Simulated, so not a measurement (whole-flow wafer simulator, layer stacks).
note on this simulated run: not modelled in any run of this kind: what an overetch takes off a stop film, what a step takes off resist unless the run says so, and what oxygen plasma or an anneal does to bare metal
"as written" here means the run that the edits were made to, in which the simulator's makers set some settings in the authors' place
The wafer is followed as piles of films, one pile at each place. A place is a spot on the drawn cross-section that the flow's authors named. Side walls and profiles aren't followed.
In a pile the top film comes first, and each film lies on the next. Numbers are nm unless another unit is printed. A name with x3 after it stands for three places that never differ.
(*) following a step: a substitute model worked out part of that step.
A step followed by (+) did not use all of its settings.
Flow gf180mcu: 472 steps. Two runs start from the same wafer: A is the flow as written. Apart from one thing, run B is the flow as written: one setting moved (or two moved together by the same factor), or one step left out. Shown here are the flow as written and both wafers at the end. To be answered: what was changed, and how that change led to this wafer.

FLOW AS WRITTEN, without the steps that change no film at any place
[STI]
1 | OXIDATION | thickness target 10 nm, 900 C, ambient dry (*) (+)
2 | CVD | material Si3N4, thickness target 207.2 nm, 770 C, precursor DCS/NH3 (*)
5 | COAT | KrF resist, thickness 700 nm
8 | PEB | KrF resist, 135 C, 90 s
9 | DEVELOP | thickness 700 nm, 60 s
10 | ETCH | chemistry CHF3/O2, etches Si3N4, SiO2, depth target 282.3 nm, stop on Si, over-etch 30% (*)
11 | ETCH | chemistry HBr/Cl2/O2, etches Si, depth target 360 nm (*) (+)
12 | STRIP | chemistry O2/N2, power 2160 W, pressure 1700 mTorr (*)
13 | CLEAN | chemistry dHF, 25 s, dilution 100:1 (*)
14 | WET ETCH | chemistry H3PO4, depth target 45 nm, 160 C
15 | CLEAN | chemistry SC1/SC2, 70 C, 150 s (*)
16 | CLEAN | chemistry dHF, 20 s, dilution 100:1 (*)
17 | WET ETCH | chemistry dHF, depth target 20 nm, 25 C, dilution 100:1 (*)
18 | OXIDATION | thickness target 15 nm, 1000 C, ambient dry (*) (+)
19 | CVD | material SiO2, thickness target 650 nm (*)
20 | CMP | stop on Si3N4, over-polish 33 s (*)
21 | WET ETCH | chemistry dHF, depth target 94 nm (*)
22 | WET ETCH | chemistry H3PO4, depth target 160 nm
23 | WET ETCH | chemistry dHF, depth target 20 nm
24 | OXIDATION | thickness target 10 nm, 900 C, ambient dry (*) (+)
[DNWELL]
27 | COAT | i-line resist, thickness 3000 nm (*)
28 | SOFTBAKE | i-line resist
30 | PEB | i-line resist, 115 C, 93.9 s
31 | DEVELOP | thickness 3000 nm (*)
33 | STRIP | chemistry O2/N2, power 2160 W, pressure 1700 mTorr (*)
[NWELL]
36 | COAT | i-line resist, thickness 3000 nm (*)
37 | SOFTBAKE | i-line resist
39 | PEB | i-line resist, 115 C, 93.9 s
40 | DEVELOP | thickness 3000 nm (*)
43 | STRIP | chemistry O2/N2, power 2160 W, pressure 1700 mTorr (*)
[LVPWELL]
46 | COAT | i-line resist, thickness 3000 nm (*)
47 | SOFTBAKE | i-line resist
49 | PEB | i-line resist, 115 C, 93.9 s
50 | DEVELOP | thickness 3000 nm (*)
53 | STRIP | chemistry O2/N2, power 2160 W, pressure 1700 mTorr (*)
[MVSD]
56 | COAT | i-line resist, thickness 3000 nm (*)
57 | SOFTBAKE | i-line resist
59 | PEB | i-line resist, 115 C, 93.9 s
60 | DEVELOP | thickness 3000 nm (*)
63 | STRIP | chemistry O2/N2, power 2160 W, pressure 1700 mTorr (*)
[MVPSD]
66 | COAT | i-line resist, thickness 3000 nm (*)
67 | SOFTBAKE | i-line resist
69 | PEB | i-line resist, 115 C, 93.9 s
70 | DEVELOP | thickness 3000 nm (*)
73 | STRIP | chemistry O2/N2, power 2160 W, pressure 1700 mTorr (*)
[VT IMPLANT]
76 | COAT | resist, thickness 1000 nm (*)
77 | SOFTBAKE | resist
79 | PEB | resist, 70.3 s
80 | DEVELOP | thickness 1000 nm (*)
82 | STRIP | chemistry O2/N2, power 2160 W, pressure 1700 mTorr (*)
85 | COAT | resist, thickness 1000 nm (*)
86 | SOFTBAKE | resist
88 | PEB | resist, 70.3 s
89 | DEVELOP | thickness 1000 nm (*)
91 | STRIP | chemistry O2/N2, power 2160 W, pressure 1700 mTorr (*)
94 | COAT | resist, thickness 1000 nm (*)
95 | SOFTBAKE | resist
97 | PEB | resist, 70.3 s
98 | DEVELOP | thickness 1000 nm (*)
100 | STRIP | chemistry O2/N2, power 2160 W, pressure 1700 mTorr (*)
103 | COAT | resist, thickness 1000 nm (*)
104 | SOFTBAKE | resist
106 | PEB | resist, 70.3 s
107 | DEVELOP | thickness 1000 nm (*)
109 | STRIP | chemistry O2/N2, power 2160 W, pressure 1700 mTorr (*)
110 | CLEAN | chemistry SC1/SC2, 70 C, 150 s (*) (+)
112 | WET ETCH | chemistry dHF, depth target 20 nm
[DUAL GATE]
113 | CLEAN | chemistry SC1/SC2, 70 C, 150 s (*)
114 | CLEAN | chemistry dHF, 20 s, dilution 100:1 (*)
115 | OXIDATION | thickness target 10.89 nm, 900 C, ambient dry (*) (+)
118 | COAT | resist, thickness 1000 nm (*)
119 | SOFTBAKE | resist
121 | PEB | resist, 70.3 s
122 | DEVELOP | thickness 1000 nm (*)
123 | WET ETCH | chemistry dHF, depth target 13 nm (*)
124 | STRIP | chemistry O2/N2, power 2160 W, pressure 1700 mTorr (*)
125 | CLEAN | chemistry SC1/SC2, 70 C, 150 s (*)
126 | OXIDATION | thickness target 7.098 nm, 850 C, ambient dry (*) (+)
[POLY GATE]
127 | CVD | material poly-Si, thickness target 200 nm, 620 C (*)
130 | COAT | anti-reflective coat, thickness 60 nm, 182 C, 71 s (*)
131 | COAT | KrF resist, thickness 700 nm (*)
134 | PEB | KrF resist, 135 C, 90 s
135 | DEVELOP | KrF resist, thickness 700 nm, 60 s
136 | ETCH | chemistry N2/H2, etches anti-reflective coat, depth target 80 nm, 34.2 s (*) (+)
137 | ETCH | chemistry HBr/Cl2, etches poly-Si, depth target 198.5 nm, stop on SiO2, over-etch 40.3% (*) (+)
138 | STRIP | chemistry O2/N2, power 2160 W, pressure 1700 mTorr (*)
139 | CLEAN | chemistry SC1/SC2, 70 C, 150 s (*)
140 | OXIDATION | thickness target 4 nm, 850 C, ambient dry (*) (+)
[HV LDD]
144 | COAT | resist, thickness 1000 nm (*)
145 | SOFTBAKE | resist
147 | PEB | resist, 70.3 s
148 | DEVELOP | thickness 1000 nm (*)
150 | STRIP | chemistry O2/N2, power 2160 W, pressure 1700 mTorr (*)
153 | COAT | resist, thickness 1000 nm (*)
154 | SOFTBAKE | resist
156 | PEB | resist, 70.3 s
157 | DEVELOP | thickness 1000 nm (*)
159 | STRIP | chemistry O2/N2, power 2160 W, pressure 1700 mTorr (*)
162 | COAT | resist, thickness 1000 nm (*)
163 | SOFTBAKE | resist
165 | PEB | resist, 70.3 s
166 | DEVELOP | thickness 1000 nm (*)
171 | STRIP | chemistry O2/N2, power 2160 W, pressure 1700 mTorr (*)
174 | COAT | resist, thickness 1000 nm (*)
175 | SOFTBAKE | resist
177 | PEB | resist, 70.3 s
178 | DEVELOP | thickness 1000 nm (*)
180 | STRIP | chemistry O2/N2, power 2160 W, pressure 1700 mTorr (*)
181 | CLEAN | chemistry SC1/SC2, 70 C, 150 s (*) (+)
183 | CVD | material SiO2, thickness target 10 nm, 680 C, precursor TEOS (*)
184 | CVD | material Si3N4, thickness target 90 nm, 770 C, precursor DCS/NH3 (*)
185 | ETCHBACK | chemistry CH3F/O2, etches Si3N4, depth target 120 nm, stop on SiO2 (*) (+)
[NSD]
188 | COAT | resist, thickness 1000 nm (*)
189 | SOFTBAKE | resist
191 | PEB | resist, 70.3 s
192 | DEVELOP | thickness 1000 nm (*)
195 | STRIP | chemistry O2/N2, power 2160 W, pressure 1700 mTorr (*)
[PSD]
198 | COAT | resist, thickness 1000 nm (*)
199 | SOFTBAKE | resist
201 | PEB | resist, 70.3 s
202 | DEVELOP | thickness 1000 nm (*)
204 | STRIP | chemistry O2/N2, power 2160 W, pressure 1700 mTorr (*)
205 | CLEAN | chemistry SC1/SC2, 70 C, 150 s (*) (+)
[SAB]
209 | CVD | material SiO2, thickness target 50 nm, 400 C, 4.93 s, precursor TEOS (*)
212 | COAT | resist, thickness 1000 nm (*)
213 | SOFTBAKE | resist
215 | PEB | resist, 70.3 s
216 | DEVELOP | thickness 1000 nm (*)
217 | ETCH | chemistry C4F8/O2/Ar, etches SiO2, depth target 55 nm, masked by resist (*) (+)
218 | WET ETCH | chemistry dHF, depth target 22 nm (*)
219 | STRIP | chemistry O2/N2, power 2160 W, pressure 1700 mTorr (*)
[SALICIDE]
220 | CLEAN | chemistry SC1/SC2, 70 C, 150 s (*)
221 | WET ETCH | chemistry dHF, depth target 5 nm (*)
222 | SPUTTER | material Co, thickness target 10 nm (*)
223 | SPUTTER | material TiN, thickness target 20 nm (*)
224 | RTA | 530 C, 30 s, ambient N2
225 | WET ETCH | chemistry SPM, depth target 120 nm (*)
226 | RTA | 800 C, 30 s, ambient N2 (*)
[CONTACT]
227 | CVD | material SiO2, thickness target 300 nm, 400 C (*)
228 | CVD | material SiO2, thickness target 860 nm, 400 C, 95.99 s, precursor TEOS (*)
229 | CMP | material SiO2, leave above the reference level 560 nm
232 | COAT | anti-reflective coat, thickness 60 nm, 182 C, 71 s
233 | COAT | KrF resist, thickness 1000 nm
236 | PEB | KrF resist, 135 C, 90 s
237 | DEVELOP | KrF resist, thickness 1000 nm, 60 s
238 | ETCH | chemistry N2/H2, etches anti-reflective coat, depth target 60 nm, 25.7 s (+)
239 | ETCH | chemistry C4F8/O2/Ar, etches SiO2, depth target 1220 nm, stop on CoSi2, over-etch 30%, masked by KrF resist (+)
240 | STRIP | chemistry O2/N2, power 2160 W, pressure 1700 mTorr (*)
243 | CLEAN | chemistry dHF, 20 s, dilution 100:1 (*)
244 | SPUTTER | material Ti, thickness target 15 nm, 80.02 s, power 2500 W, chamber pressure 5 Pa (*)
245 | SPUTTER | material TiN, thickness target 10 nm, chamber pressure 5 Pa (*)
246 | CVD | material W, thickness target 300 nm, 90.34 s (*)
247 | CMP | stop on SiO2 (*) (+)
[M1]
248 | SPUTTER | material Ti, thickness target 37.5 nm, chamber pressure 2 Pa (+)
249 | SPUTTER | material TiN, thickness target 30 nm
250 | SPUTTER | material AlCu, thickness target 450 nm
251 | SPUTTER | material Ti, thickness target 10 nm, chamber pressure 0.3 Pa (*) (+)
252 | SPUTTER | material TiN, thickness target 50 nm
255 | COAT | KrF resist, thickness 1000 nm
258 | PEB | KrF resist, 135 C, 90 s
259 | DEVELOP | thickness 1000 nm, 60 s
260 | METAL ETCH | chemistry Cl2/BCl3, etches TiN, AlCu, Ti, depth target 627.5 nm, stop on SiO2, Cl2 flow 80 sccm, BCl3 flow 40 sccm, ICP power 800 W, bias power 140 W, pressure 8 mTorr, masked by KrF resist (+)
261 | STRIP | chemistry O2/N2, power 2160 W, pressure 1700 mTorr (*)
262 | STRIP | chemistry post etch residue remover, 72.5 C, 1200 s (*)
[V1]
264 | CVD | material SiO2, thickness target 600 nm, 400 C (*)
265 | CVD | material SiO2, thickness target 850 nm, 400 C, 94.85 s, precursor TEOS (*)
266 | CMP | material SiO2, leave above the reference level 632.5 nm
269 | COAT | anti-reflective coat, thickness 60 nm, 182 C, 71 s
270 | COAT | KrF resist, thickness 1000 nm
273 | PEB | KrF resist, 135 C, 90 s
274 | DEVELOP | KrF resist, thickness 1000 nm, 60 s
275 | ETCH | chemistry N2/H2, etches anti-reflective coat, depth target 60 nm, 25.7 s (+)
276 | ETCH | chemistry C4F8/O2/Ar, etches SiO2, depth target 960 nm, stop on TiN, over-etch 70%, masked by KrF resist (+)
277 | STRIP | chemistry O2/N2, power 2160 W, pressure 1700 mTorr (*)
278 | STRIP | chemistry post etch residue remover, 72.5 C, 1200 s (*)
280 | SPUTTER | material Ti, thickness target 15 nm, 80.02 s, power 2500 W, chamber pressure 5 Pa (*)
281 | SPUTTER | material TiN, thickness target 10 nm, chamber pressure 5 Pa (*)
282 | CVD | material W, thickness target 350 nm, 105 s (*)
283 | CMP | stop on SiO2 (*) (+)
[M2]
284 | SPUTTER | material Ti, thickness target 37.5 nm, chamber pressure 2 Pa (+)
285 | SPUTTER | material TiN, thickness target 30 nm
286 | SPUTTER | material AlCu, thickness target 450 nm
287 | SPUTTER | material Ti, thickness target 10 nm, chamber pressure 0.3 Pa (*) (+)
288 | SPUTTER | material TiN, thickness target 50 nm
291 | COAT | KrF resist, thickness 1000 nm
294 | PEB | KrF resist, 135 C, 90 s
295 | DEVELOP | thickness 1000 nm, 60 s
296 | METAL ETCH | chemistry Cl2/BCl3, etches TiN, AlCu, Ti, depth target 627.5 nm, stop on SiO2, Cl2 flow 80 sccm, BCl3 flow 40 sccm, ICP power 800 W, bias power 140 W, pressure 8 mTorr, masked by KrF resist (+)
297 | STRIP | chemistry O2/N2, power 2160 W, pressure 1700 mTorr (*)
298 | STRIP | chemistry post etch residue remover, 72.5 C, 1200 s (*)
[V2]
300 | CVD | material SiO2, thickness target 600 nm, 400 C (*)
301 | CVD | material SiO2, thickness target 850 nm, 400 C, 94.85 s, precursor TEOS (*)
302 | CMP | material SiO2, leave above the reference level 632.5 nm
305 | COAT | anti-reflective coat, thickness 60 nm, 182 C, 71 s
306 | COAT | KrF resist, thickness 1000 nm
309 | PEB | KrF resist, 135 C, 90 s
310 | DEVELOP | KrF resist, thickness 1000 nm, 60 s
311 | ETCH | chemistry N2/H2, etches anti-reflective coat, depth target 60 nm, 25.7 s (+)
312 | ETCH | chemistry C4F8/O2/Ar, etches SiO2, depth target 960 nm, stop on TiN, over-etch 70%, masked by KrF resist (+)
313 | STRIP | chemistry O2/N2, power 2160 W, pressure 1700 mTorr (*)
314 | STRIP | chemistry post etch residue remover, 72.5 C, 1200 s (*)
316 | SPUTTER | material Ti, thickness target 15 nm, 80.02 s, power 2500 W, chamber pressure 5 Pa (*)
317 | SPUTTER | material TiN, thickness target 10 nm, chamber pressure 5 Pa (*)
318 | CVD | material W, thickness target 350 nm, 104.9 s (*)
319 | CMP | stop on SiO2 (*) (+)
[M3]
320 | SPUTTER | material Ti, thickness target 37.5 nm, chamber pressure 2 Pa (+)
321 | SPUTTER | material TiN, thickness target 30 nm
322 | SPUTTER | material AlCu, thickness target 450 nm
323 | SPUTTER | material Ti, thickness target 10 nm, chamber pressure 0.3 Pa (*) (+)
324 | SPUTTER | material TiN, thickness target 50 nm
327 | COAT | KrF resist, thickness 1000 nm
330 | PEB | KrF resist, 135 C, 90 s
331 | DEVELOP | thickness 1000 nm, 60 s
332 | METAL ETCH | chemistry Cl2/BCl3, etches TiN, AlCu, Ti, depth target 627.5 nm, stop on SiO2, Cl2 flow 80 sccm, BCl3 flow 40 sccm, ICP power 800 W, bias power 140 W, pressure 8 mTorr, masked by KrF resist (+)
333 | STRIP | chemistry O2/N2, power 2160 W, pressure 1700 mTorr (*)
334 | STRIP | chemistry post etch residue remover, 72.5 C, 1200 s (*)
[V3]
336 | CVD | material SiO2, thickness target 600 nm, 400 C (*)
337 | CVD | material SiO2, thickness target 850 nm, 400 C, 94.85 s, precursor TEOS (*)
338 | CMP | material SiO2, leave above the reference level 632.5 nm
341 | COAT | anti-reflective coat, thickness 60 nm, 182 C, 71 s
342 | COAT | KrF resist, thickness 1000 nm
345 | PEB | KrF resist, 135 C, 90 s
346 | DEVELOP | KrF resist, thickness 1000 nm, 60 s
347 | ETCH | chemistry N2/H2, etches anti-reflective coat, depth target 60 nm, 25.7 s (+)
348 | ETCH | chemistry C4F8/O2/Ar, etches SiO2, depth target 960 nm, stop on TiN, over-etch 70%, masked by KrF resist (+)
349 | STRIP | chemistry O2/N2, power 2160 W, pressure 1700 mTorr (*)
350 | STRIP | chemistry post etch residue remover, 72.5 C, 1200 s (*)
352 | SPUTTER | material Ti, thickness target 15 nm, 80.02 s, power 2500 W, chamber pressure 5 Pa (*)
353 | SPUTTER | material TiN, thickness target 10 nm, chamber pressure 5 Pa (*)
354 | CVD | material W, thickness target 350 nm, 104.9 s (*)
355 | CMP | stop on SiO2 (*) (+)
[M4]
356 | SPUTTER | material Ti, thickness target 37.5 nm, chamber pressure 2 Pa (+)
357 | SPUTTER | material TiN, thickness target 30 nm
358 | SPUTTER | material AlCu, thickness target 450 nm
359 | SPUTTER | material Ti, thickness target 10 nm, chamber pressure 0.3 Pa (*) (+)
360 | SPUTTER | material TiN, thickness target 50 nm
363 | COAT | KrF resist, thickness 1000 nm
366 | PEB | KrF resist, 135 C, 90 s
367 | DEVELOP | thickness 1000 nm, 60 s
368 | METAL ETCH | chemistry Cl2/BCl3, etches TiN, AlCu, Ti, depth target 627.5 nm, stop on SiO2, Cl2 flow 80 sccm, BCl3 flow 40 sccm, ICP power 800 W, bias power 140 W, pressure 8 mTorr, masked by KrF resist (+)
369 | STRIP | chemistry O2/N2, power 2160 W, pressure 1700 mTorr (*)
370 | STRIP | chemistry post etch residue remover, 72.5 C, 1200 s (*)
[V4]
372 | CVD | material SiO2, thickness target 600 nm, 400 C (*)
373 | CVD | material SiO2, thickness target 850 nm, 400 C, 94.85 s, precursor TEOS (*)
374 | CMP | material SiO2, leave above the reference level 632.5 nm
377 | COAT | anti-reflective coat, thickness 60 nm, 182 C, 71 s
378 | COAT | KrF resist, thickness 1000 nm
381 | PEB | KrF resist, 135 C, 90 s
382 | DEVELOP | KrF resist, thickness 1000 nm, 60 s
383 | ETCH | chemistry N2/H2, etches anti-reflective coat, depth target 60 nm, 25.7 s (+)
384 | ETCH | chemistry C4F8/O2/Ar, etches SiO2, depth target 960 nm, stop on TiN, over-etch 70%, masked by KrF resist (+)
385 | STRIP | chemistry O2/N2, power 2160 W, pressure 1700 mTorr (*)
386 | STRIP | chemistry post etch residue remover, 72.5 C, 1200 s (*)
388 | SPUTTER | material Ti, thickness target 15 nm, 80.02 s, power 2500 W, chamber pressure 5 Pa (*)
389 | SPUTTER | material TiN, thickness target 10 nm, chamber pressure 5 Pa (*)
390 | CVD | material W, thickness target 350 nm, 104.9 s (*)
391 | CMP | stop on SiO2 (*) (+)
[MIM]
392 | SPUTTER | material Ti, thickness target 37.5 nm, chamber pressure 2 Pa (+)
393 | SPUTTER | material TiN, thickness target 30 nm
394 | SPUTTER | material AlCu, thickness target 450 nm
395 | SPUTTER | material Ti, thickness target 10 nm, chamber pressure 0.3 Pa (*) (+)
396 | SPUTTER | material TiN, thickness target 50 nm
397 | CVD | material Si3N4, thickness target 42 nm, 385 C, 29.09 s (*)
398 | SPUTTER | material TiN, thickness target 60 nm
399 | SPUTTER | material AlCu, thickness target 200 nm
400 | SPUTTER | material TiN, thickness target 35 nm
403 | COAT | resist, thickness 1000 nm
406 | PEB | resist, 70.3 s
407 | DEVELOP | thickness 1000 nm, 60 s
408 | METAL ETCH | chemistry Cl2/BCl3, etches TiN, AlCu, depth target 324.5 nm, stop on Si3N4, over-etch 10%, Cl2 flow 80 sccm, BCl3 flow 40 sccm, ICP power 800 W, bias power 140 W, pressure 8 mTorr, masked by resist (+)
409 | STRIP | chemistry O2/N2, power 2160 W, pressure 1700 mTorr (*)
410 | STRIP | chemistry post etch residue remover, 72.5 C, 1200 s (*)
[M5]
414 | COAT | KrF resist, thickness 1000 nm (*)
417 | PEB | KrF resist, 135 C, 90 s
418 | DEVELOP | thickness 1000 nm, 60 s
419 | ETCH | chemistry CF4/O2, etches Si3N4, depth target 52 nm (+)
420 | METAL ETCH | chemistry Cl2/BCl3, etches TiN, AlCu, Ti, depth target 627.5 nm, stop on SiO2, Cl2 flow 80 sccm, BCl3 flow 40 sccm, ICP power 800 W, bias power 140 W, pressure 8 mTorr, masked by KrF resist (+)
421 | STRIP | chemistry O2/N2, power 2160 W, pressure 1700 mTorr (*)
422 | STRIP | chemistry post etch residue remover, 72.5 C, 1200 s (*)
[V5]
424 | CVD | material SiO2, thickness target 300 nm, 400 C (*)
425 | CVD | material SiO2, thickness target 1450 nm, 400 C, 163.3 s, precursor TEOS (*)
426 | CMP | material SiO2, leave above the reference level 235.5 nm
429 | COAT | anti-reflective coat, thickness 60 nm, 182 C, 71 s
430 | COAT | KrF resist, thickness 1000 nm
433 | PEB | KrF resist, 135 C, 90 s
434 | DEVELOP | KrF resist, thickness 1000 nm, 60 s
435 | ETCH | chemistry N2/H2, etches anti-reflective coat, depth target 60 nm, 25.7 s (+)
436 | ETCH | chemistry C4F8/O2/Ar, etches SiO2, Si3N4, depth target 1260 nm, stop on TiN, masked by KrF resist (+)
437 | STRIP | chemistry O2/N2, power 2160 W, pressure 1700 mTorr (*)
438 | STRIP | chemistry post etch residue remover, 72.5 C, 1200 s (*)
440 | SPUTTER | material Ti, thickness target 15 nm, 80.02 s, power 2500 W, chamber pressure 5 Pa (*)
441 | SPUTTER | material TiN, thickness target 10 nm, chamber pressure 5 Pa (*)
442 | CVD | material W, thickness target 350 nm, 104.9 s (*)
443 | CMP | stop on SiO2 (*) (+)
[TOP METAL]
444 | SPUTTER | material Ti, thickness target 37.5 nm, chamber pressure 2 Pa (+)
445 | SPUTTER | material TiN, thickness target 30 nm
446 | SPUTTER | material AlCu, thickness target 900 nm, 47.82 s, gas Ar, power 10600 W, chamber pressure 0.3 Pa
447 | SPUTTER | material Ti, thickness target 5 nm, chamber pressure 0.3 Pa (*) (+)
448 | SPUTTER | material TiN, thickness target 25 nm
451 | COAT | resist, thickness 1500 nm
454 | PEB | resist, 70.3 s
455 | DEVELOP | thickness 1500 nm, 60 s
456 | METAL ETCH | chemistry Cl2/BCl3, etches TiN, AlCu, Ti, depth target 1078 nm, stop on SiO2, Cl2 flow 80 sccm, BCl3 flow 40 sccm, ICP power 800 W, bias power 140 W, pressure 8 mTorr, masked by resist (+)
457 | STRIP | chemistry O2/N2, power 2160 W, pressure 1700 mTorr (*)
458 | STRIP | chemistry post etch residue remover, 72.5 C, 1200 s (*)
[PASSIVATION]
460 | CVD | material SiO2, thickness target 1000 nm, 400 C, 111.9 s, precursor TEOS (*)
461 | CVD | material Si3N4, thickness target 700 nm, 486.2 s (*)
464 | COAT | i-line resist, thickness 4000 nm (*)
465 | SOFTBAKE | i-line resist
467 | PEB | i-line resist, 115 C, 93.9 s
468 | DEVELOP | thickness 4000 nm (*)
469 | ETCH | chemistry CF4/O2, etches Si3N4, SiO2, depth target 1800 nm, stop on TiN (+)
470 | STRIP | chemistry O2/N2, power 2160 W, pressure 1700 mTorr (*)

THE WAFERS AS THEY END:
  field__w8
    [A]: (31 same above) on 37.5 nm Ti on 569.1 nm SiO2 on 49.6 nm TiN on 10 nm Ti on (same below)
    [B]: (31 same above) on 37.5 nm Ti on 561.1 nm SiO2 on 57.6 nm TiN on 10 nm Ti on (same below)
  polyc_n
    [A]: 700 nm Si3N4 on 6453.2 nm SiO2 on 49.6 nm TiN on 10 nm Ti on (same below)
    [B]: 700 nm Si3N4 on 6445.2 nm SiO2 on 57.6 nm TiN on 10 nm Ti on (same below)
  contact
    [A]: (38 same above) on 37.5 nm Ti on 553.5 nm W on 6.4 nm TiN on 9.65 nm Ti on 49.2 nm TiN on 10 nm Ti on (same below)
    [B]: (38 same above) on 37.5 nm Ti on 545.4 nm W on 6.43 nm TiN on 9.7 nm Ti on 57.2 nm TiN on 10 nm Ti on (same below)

What caused this: step 252, SPUTTER: thickness target 58 nm was run, though the flow has thickness target 50 nm.

How this came from the change, step by step:
  252 | SPUTTER | material TiN, thickness target 50 nm
      field, field__w1, field__w2 and 108 more: A +50 TiN (new film) | B +58 TiN (new film)
  260 | METAL ETCH | chemistry Cl2/BCl3, etches TiN, AlCu, Ti, depth target 627.5 nm, stop on SiO2, Cl2 flow 80 sccm, BCl3 flow 40 sccm, ICP power 800 W, bias power 140 W, pressure 8 mTorr, masked by KrF resist (+)
      field, field__w1, field__w2 and 99 more: A -50 TiN (all of it), -10 Ti (all of it), -450 AlCu (all of it), -30 TiN (all of it), -37.5 Ti (all of it) | B -58 TiN (all of it), -10 Ti (all of it), -450 AlCu (all of it), -30 TiN (all of it), -37.5 Ti (all of it)
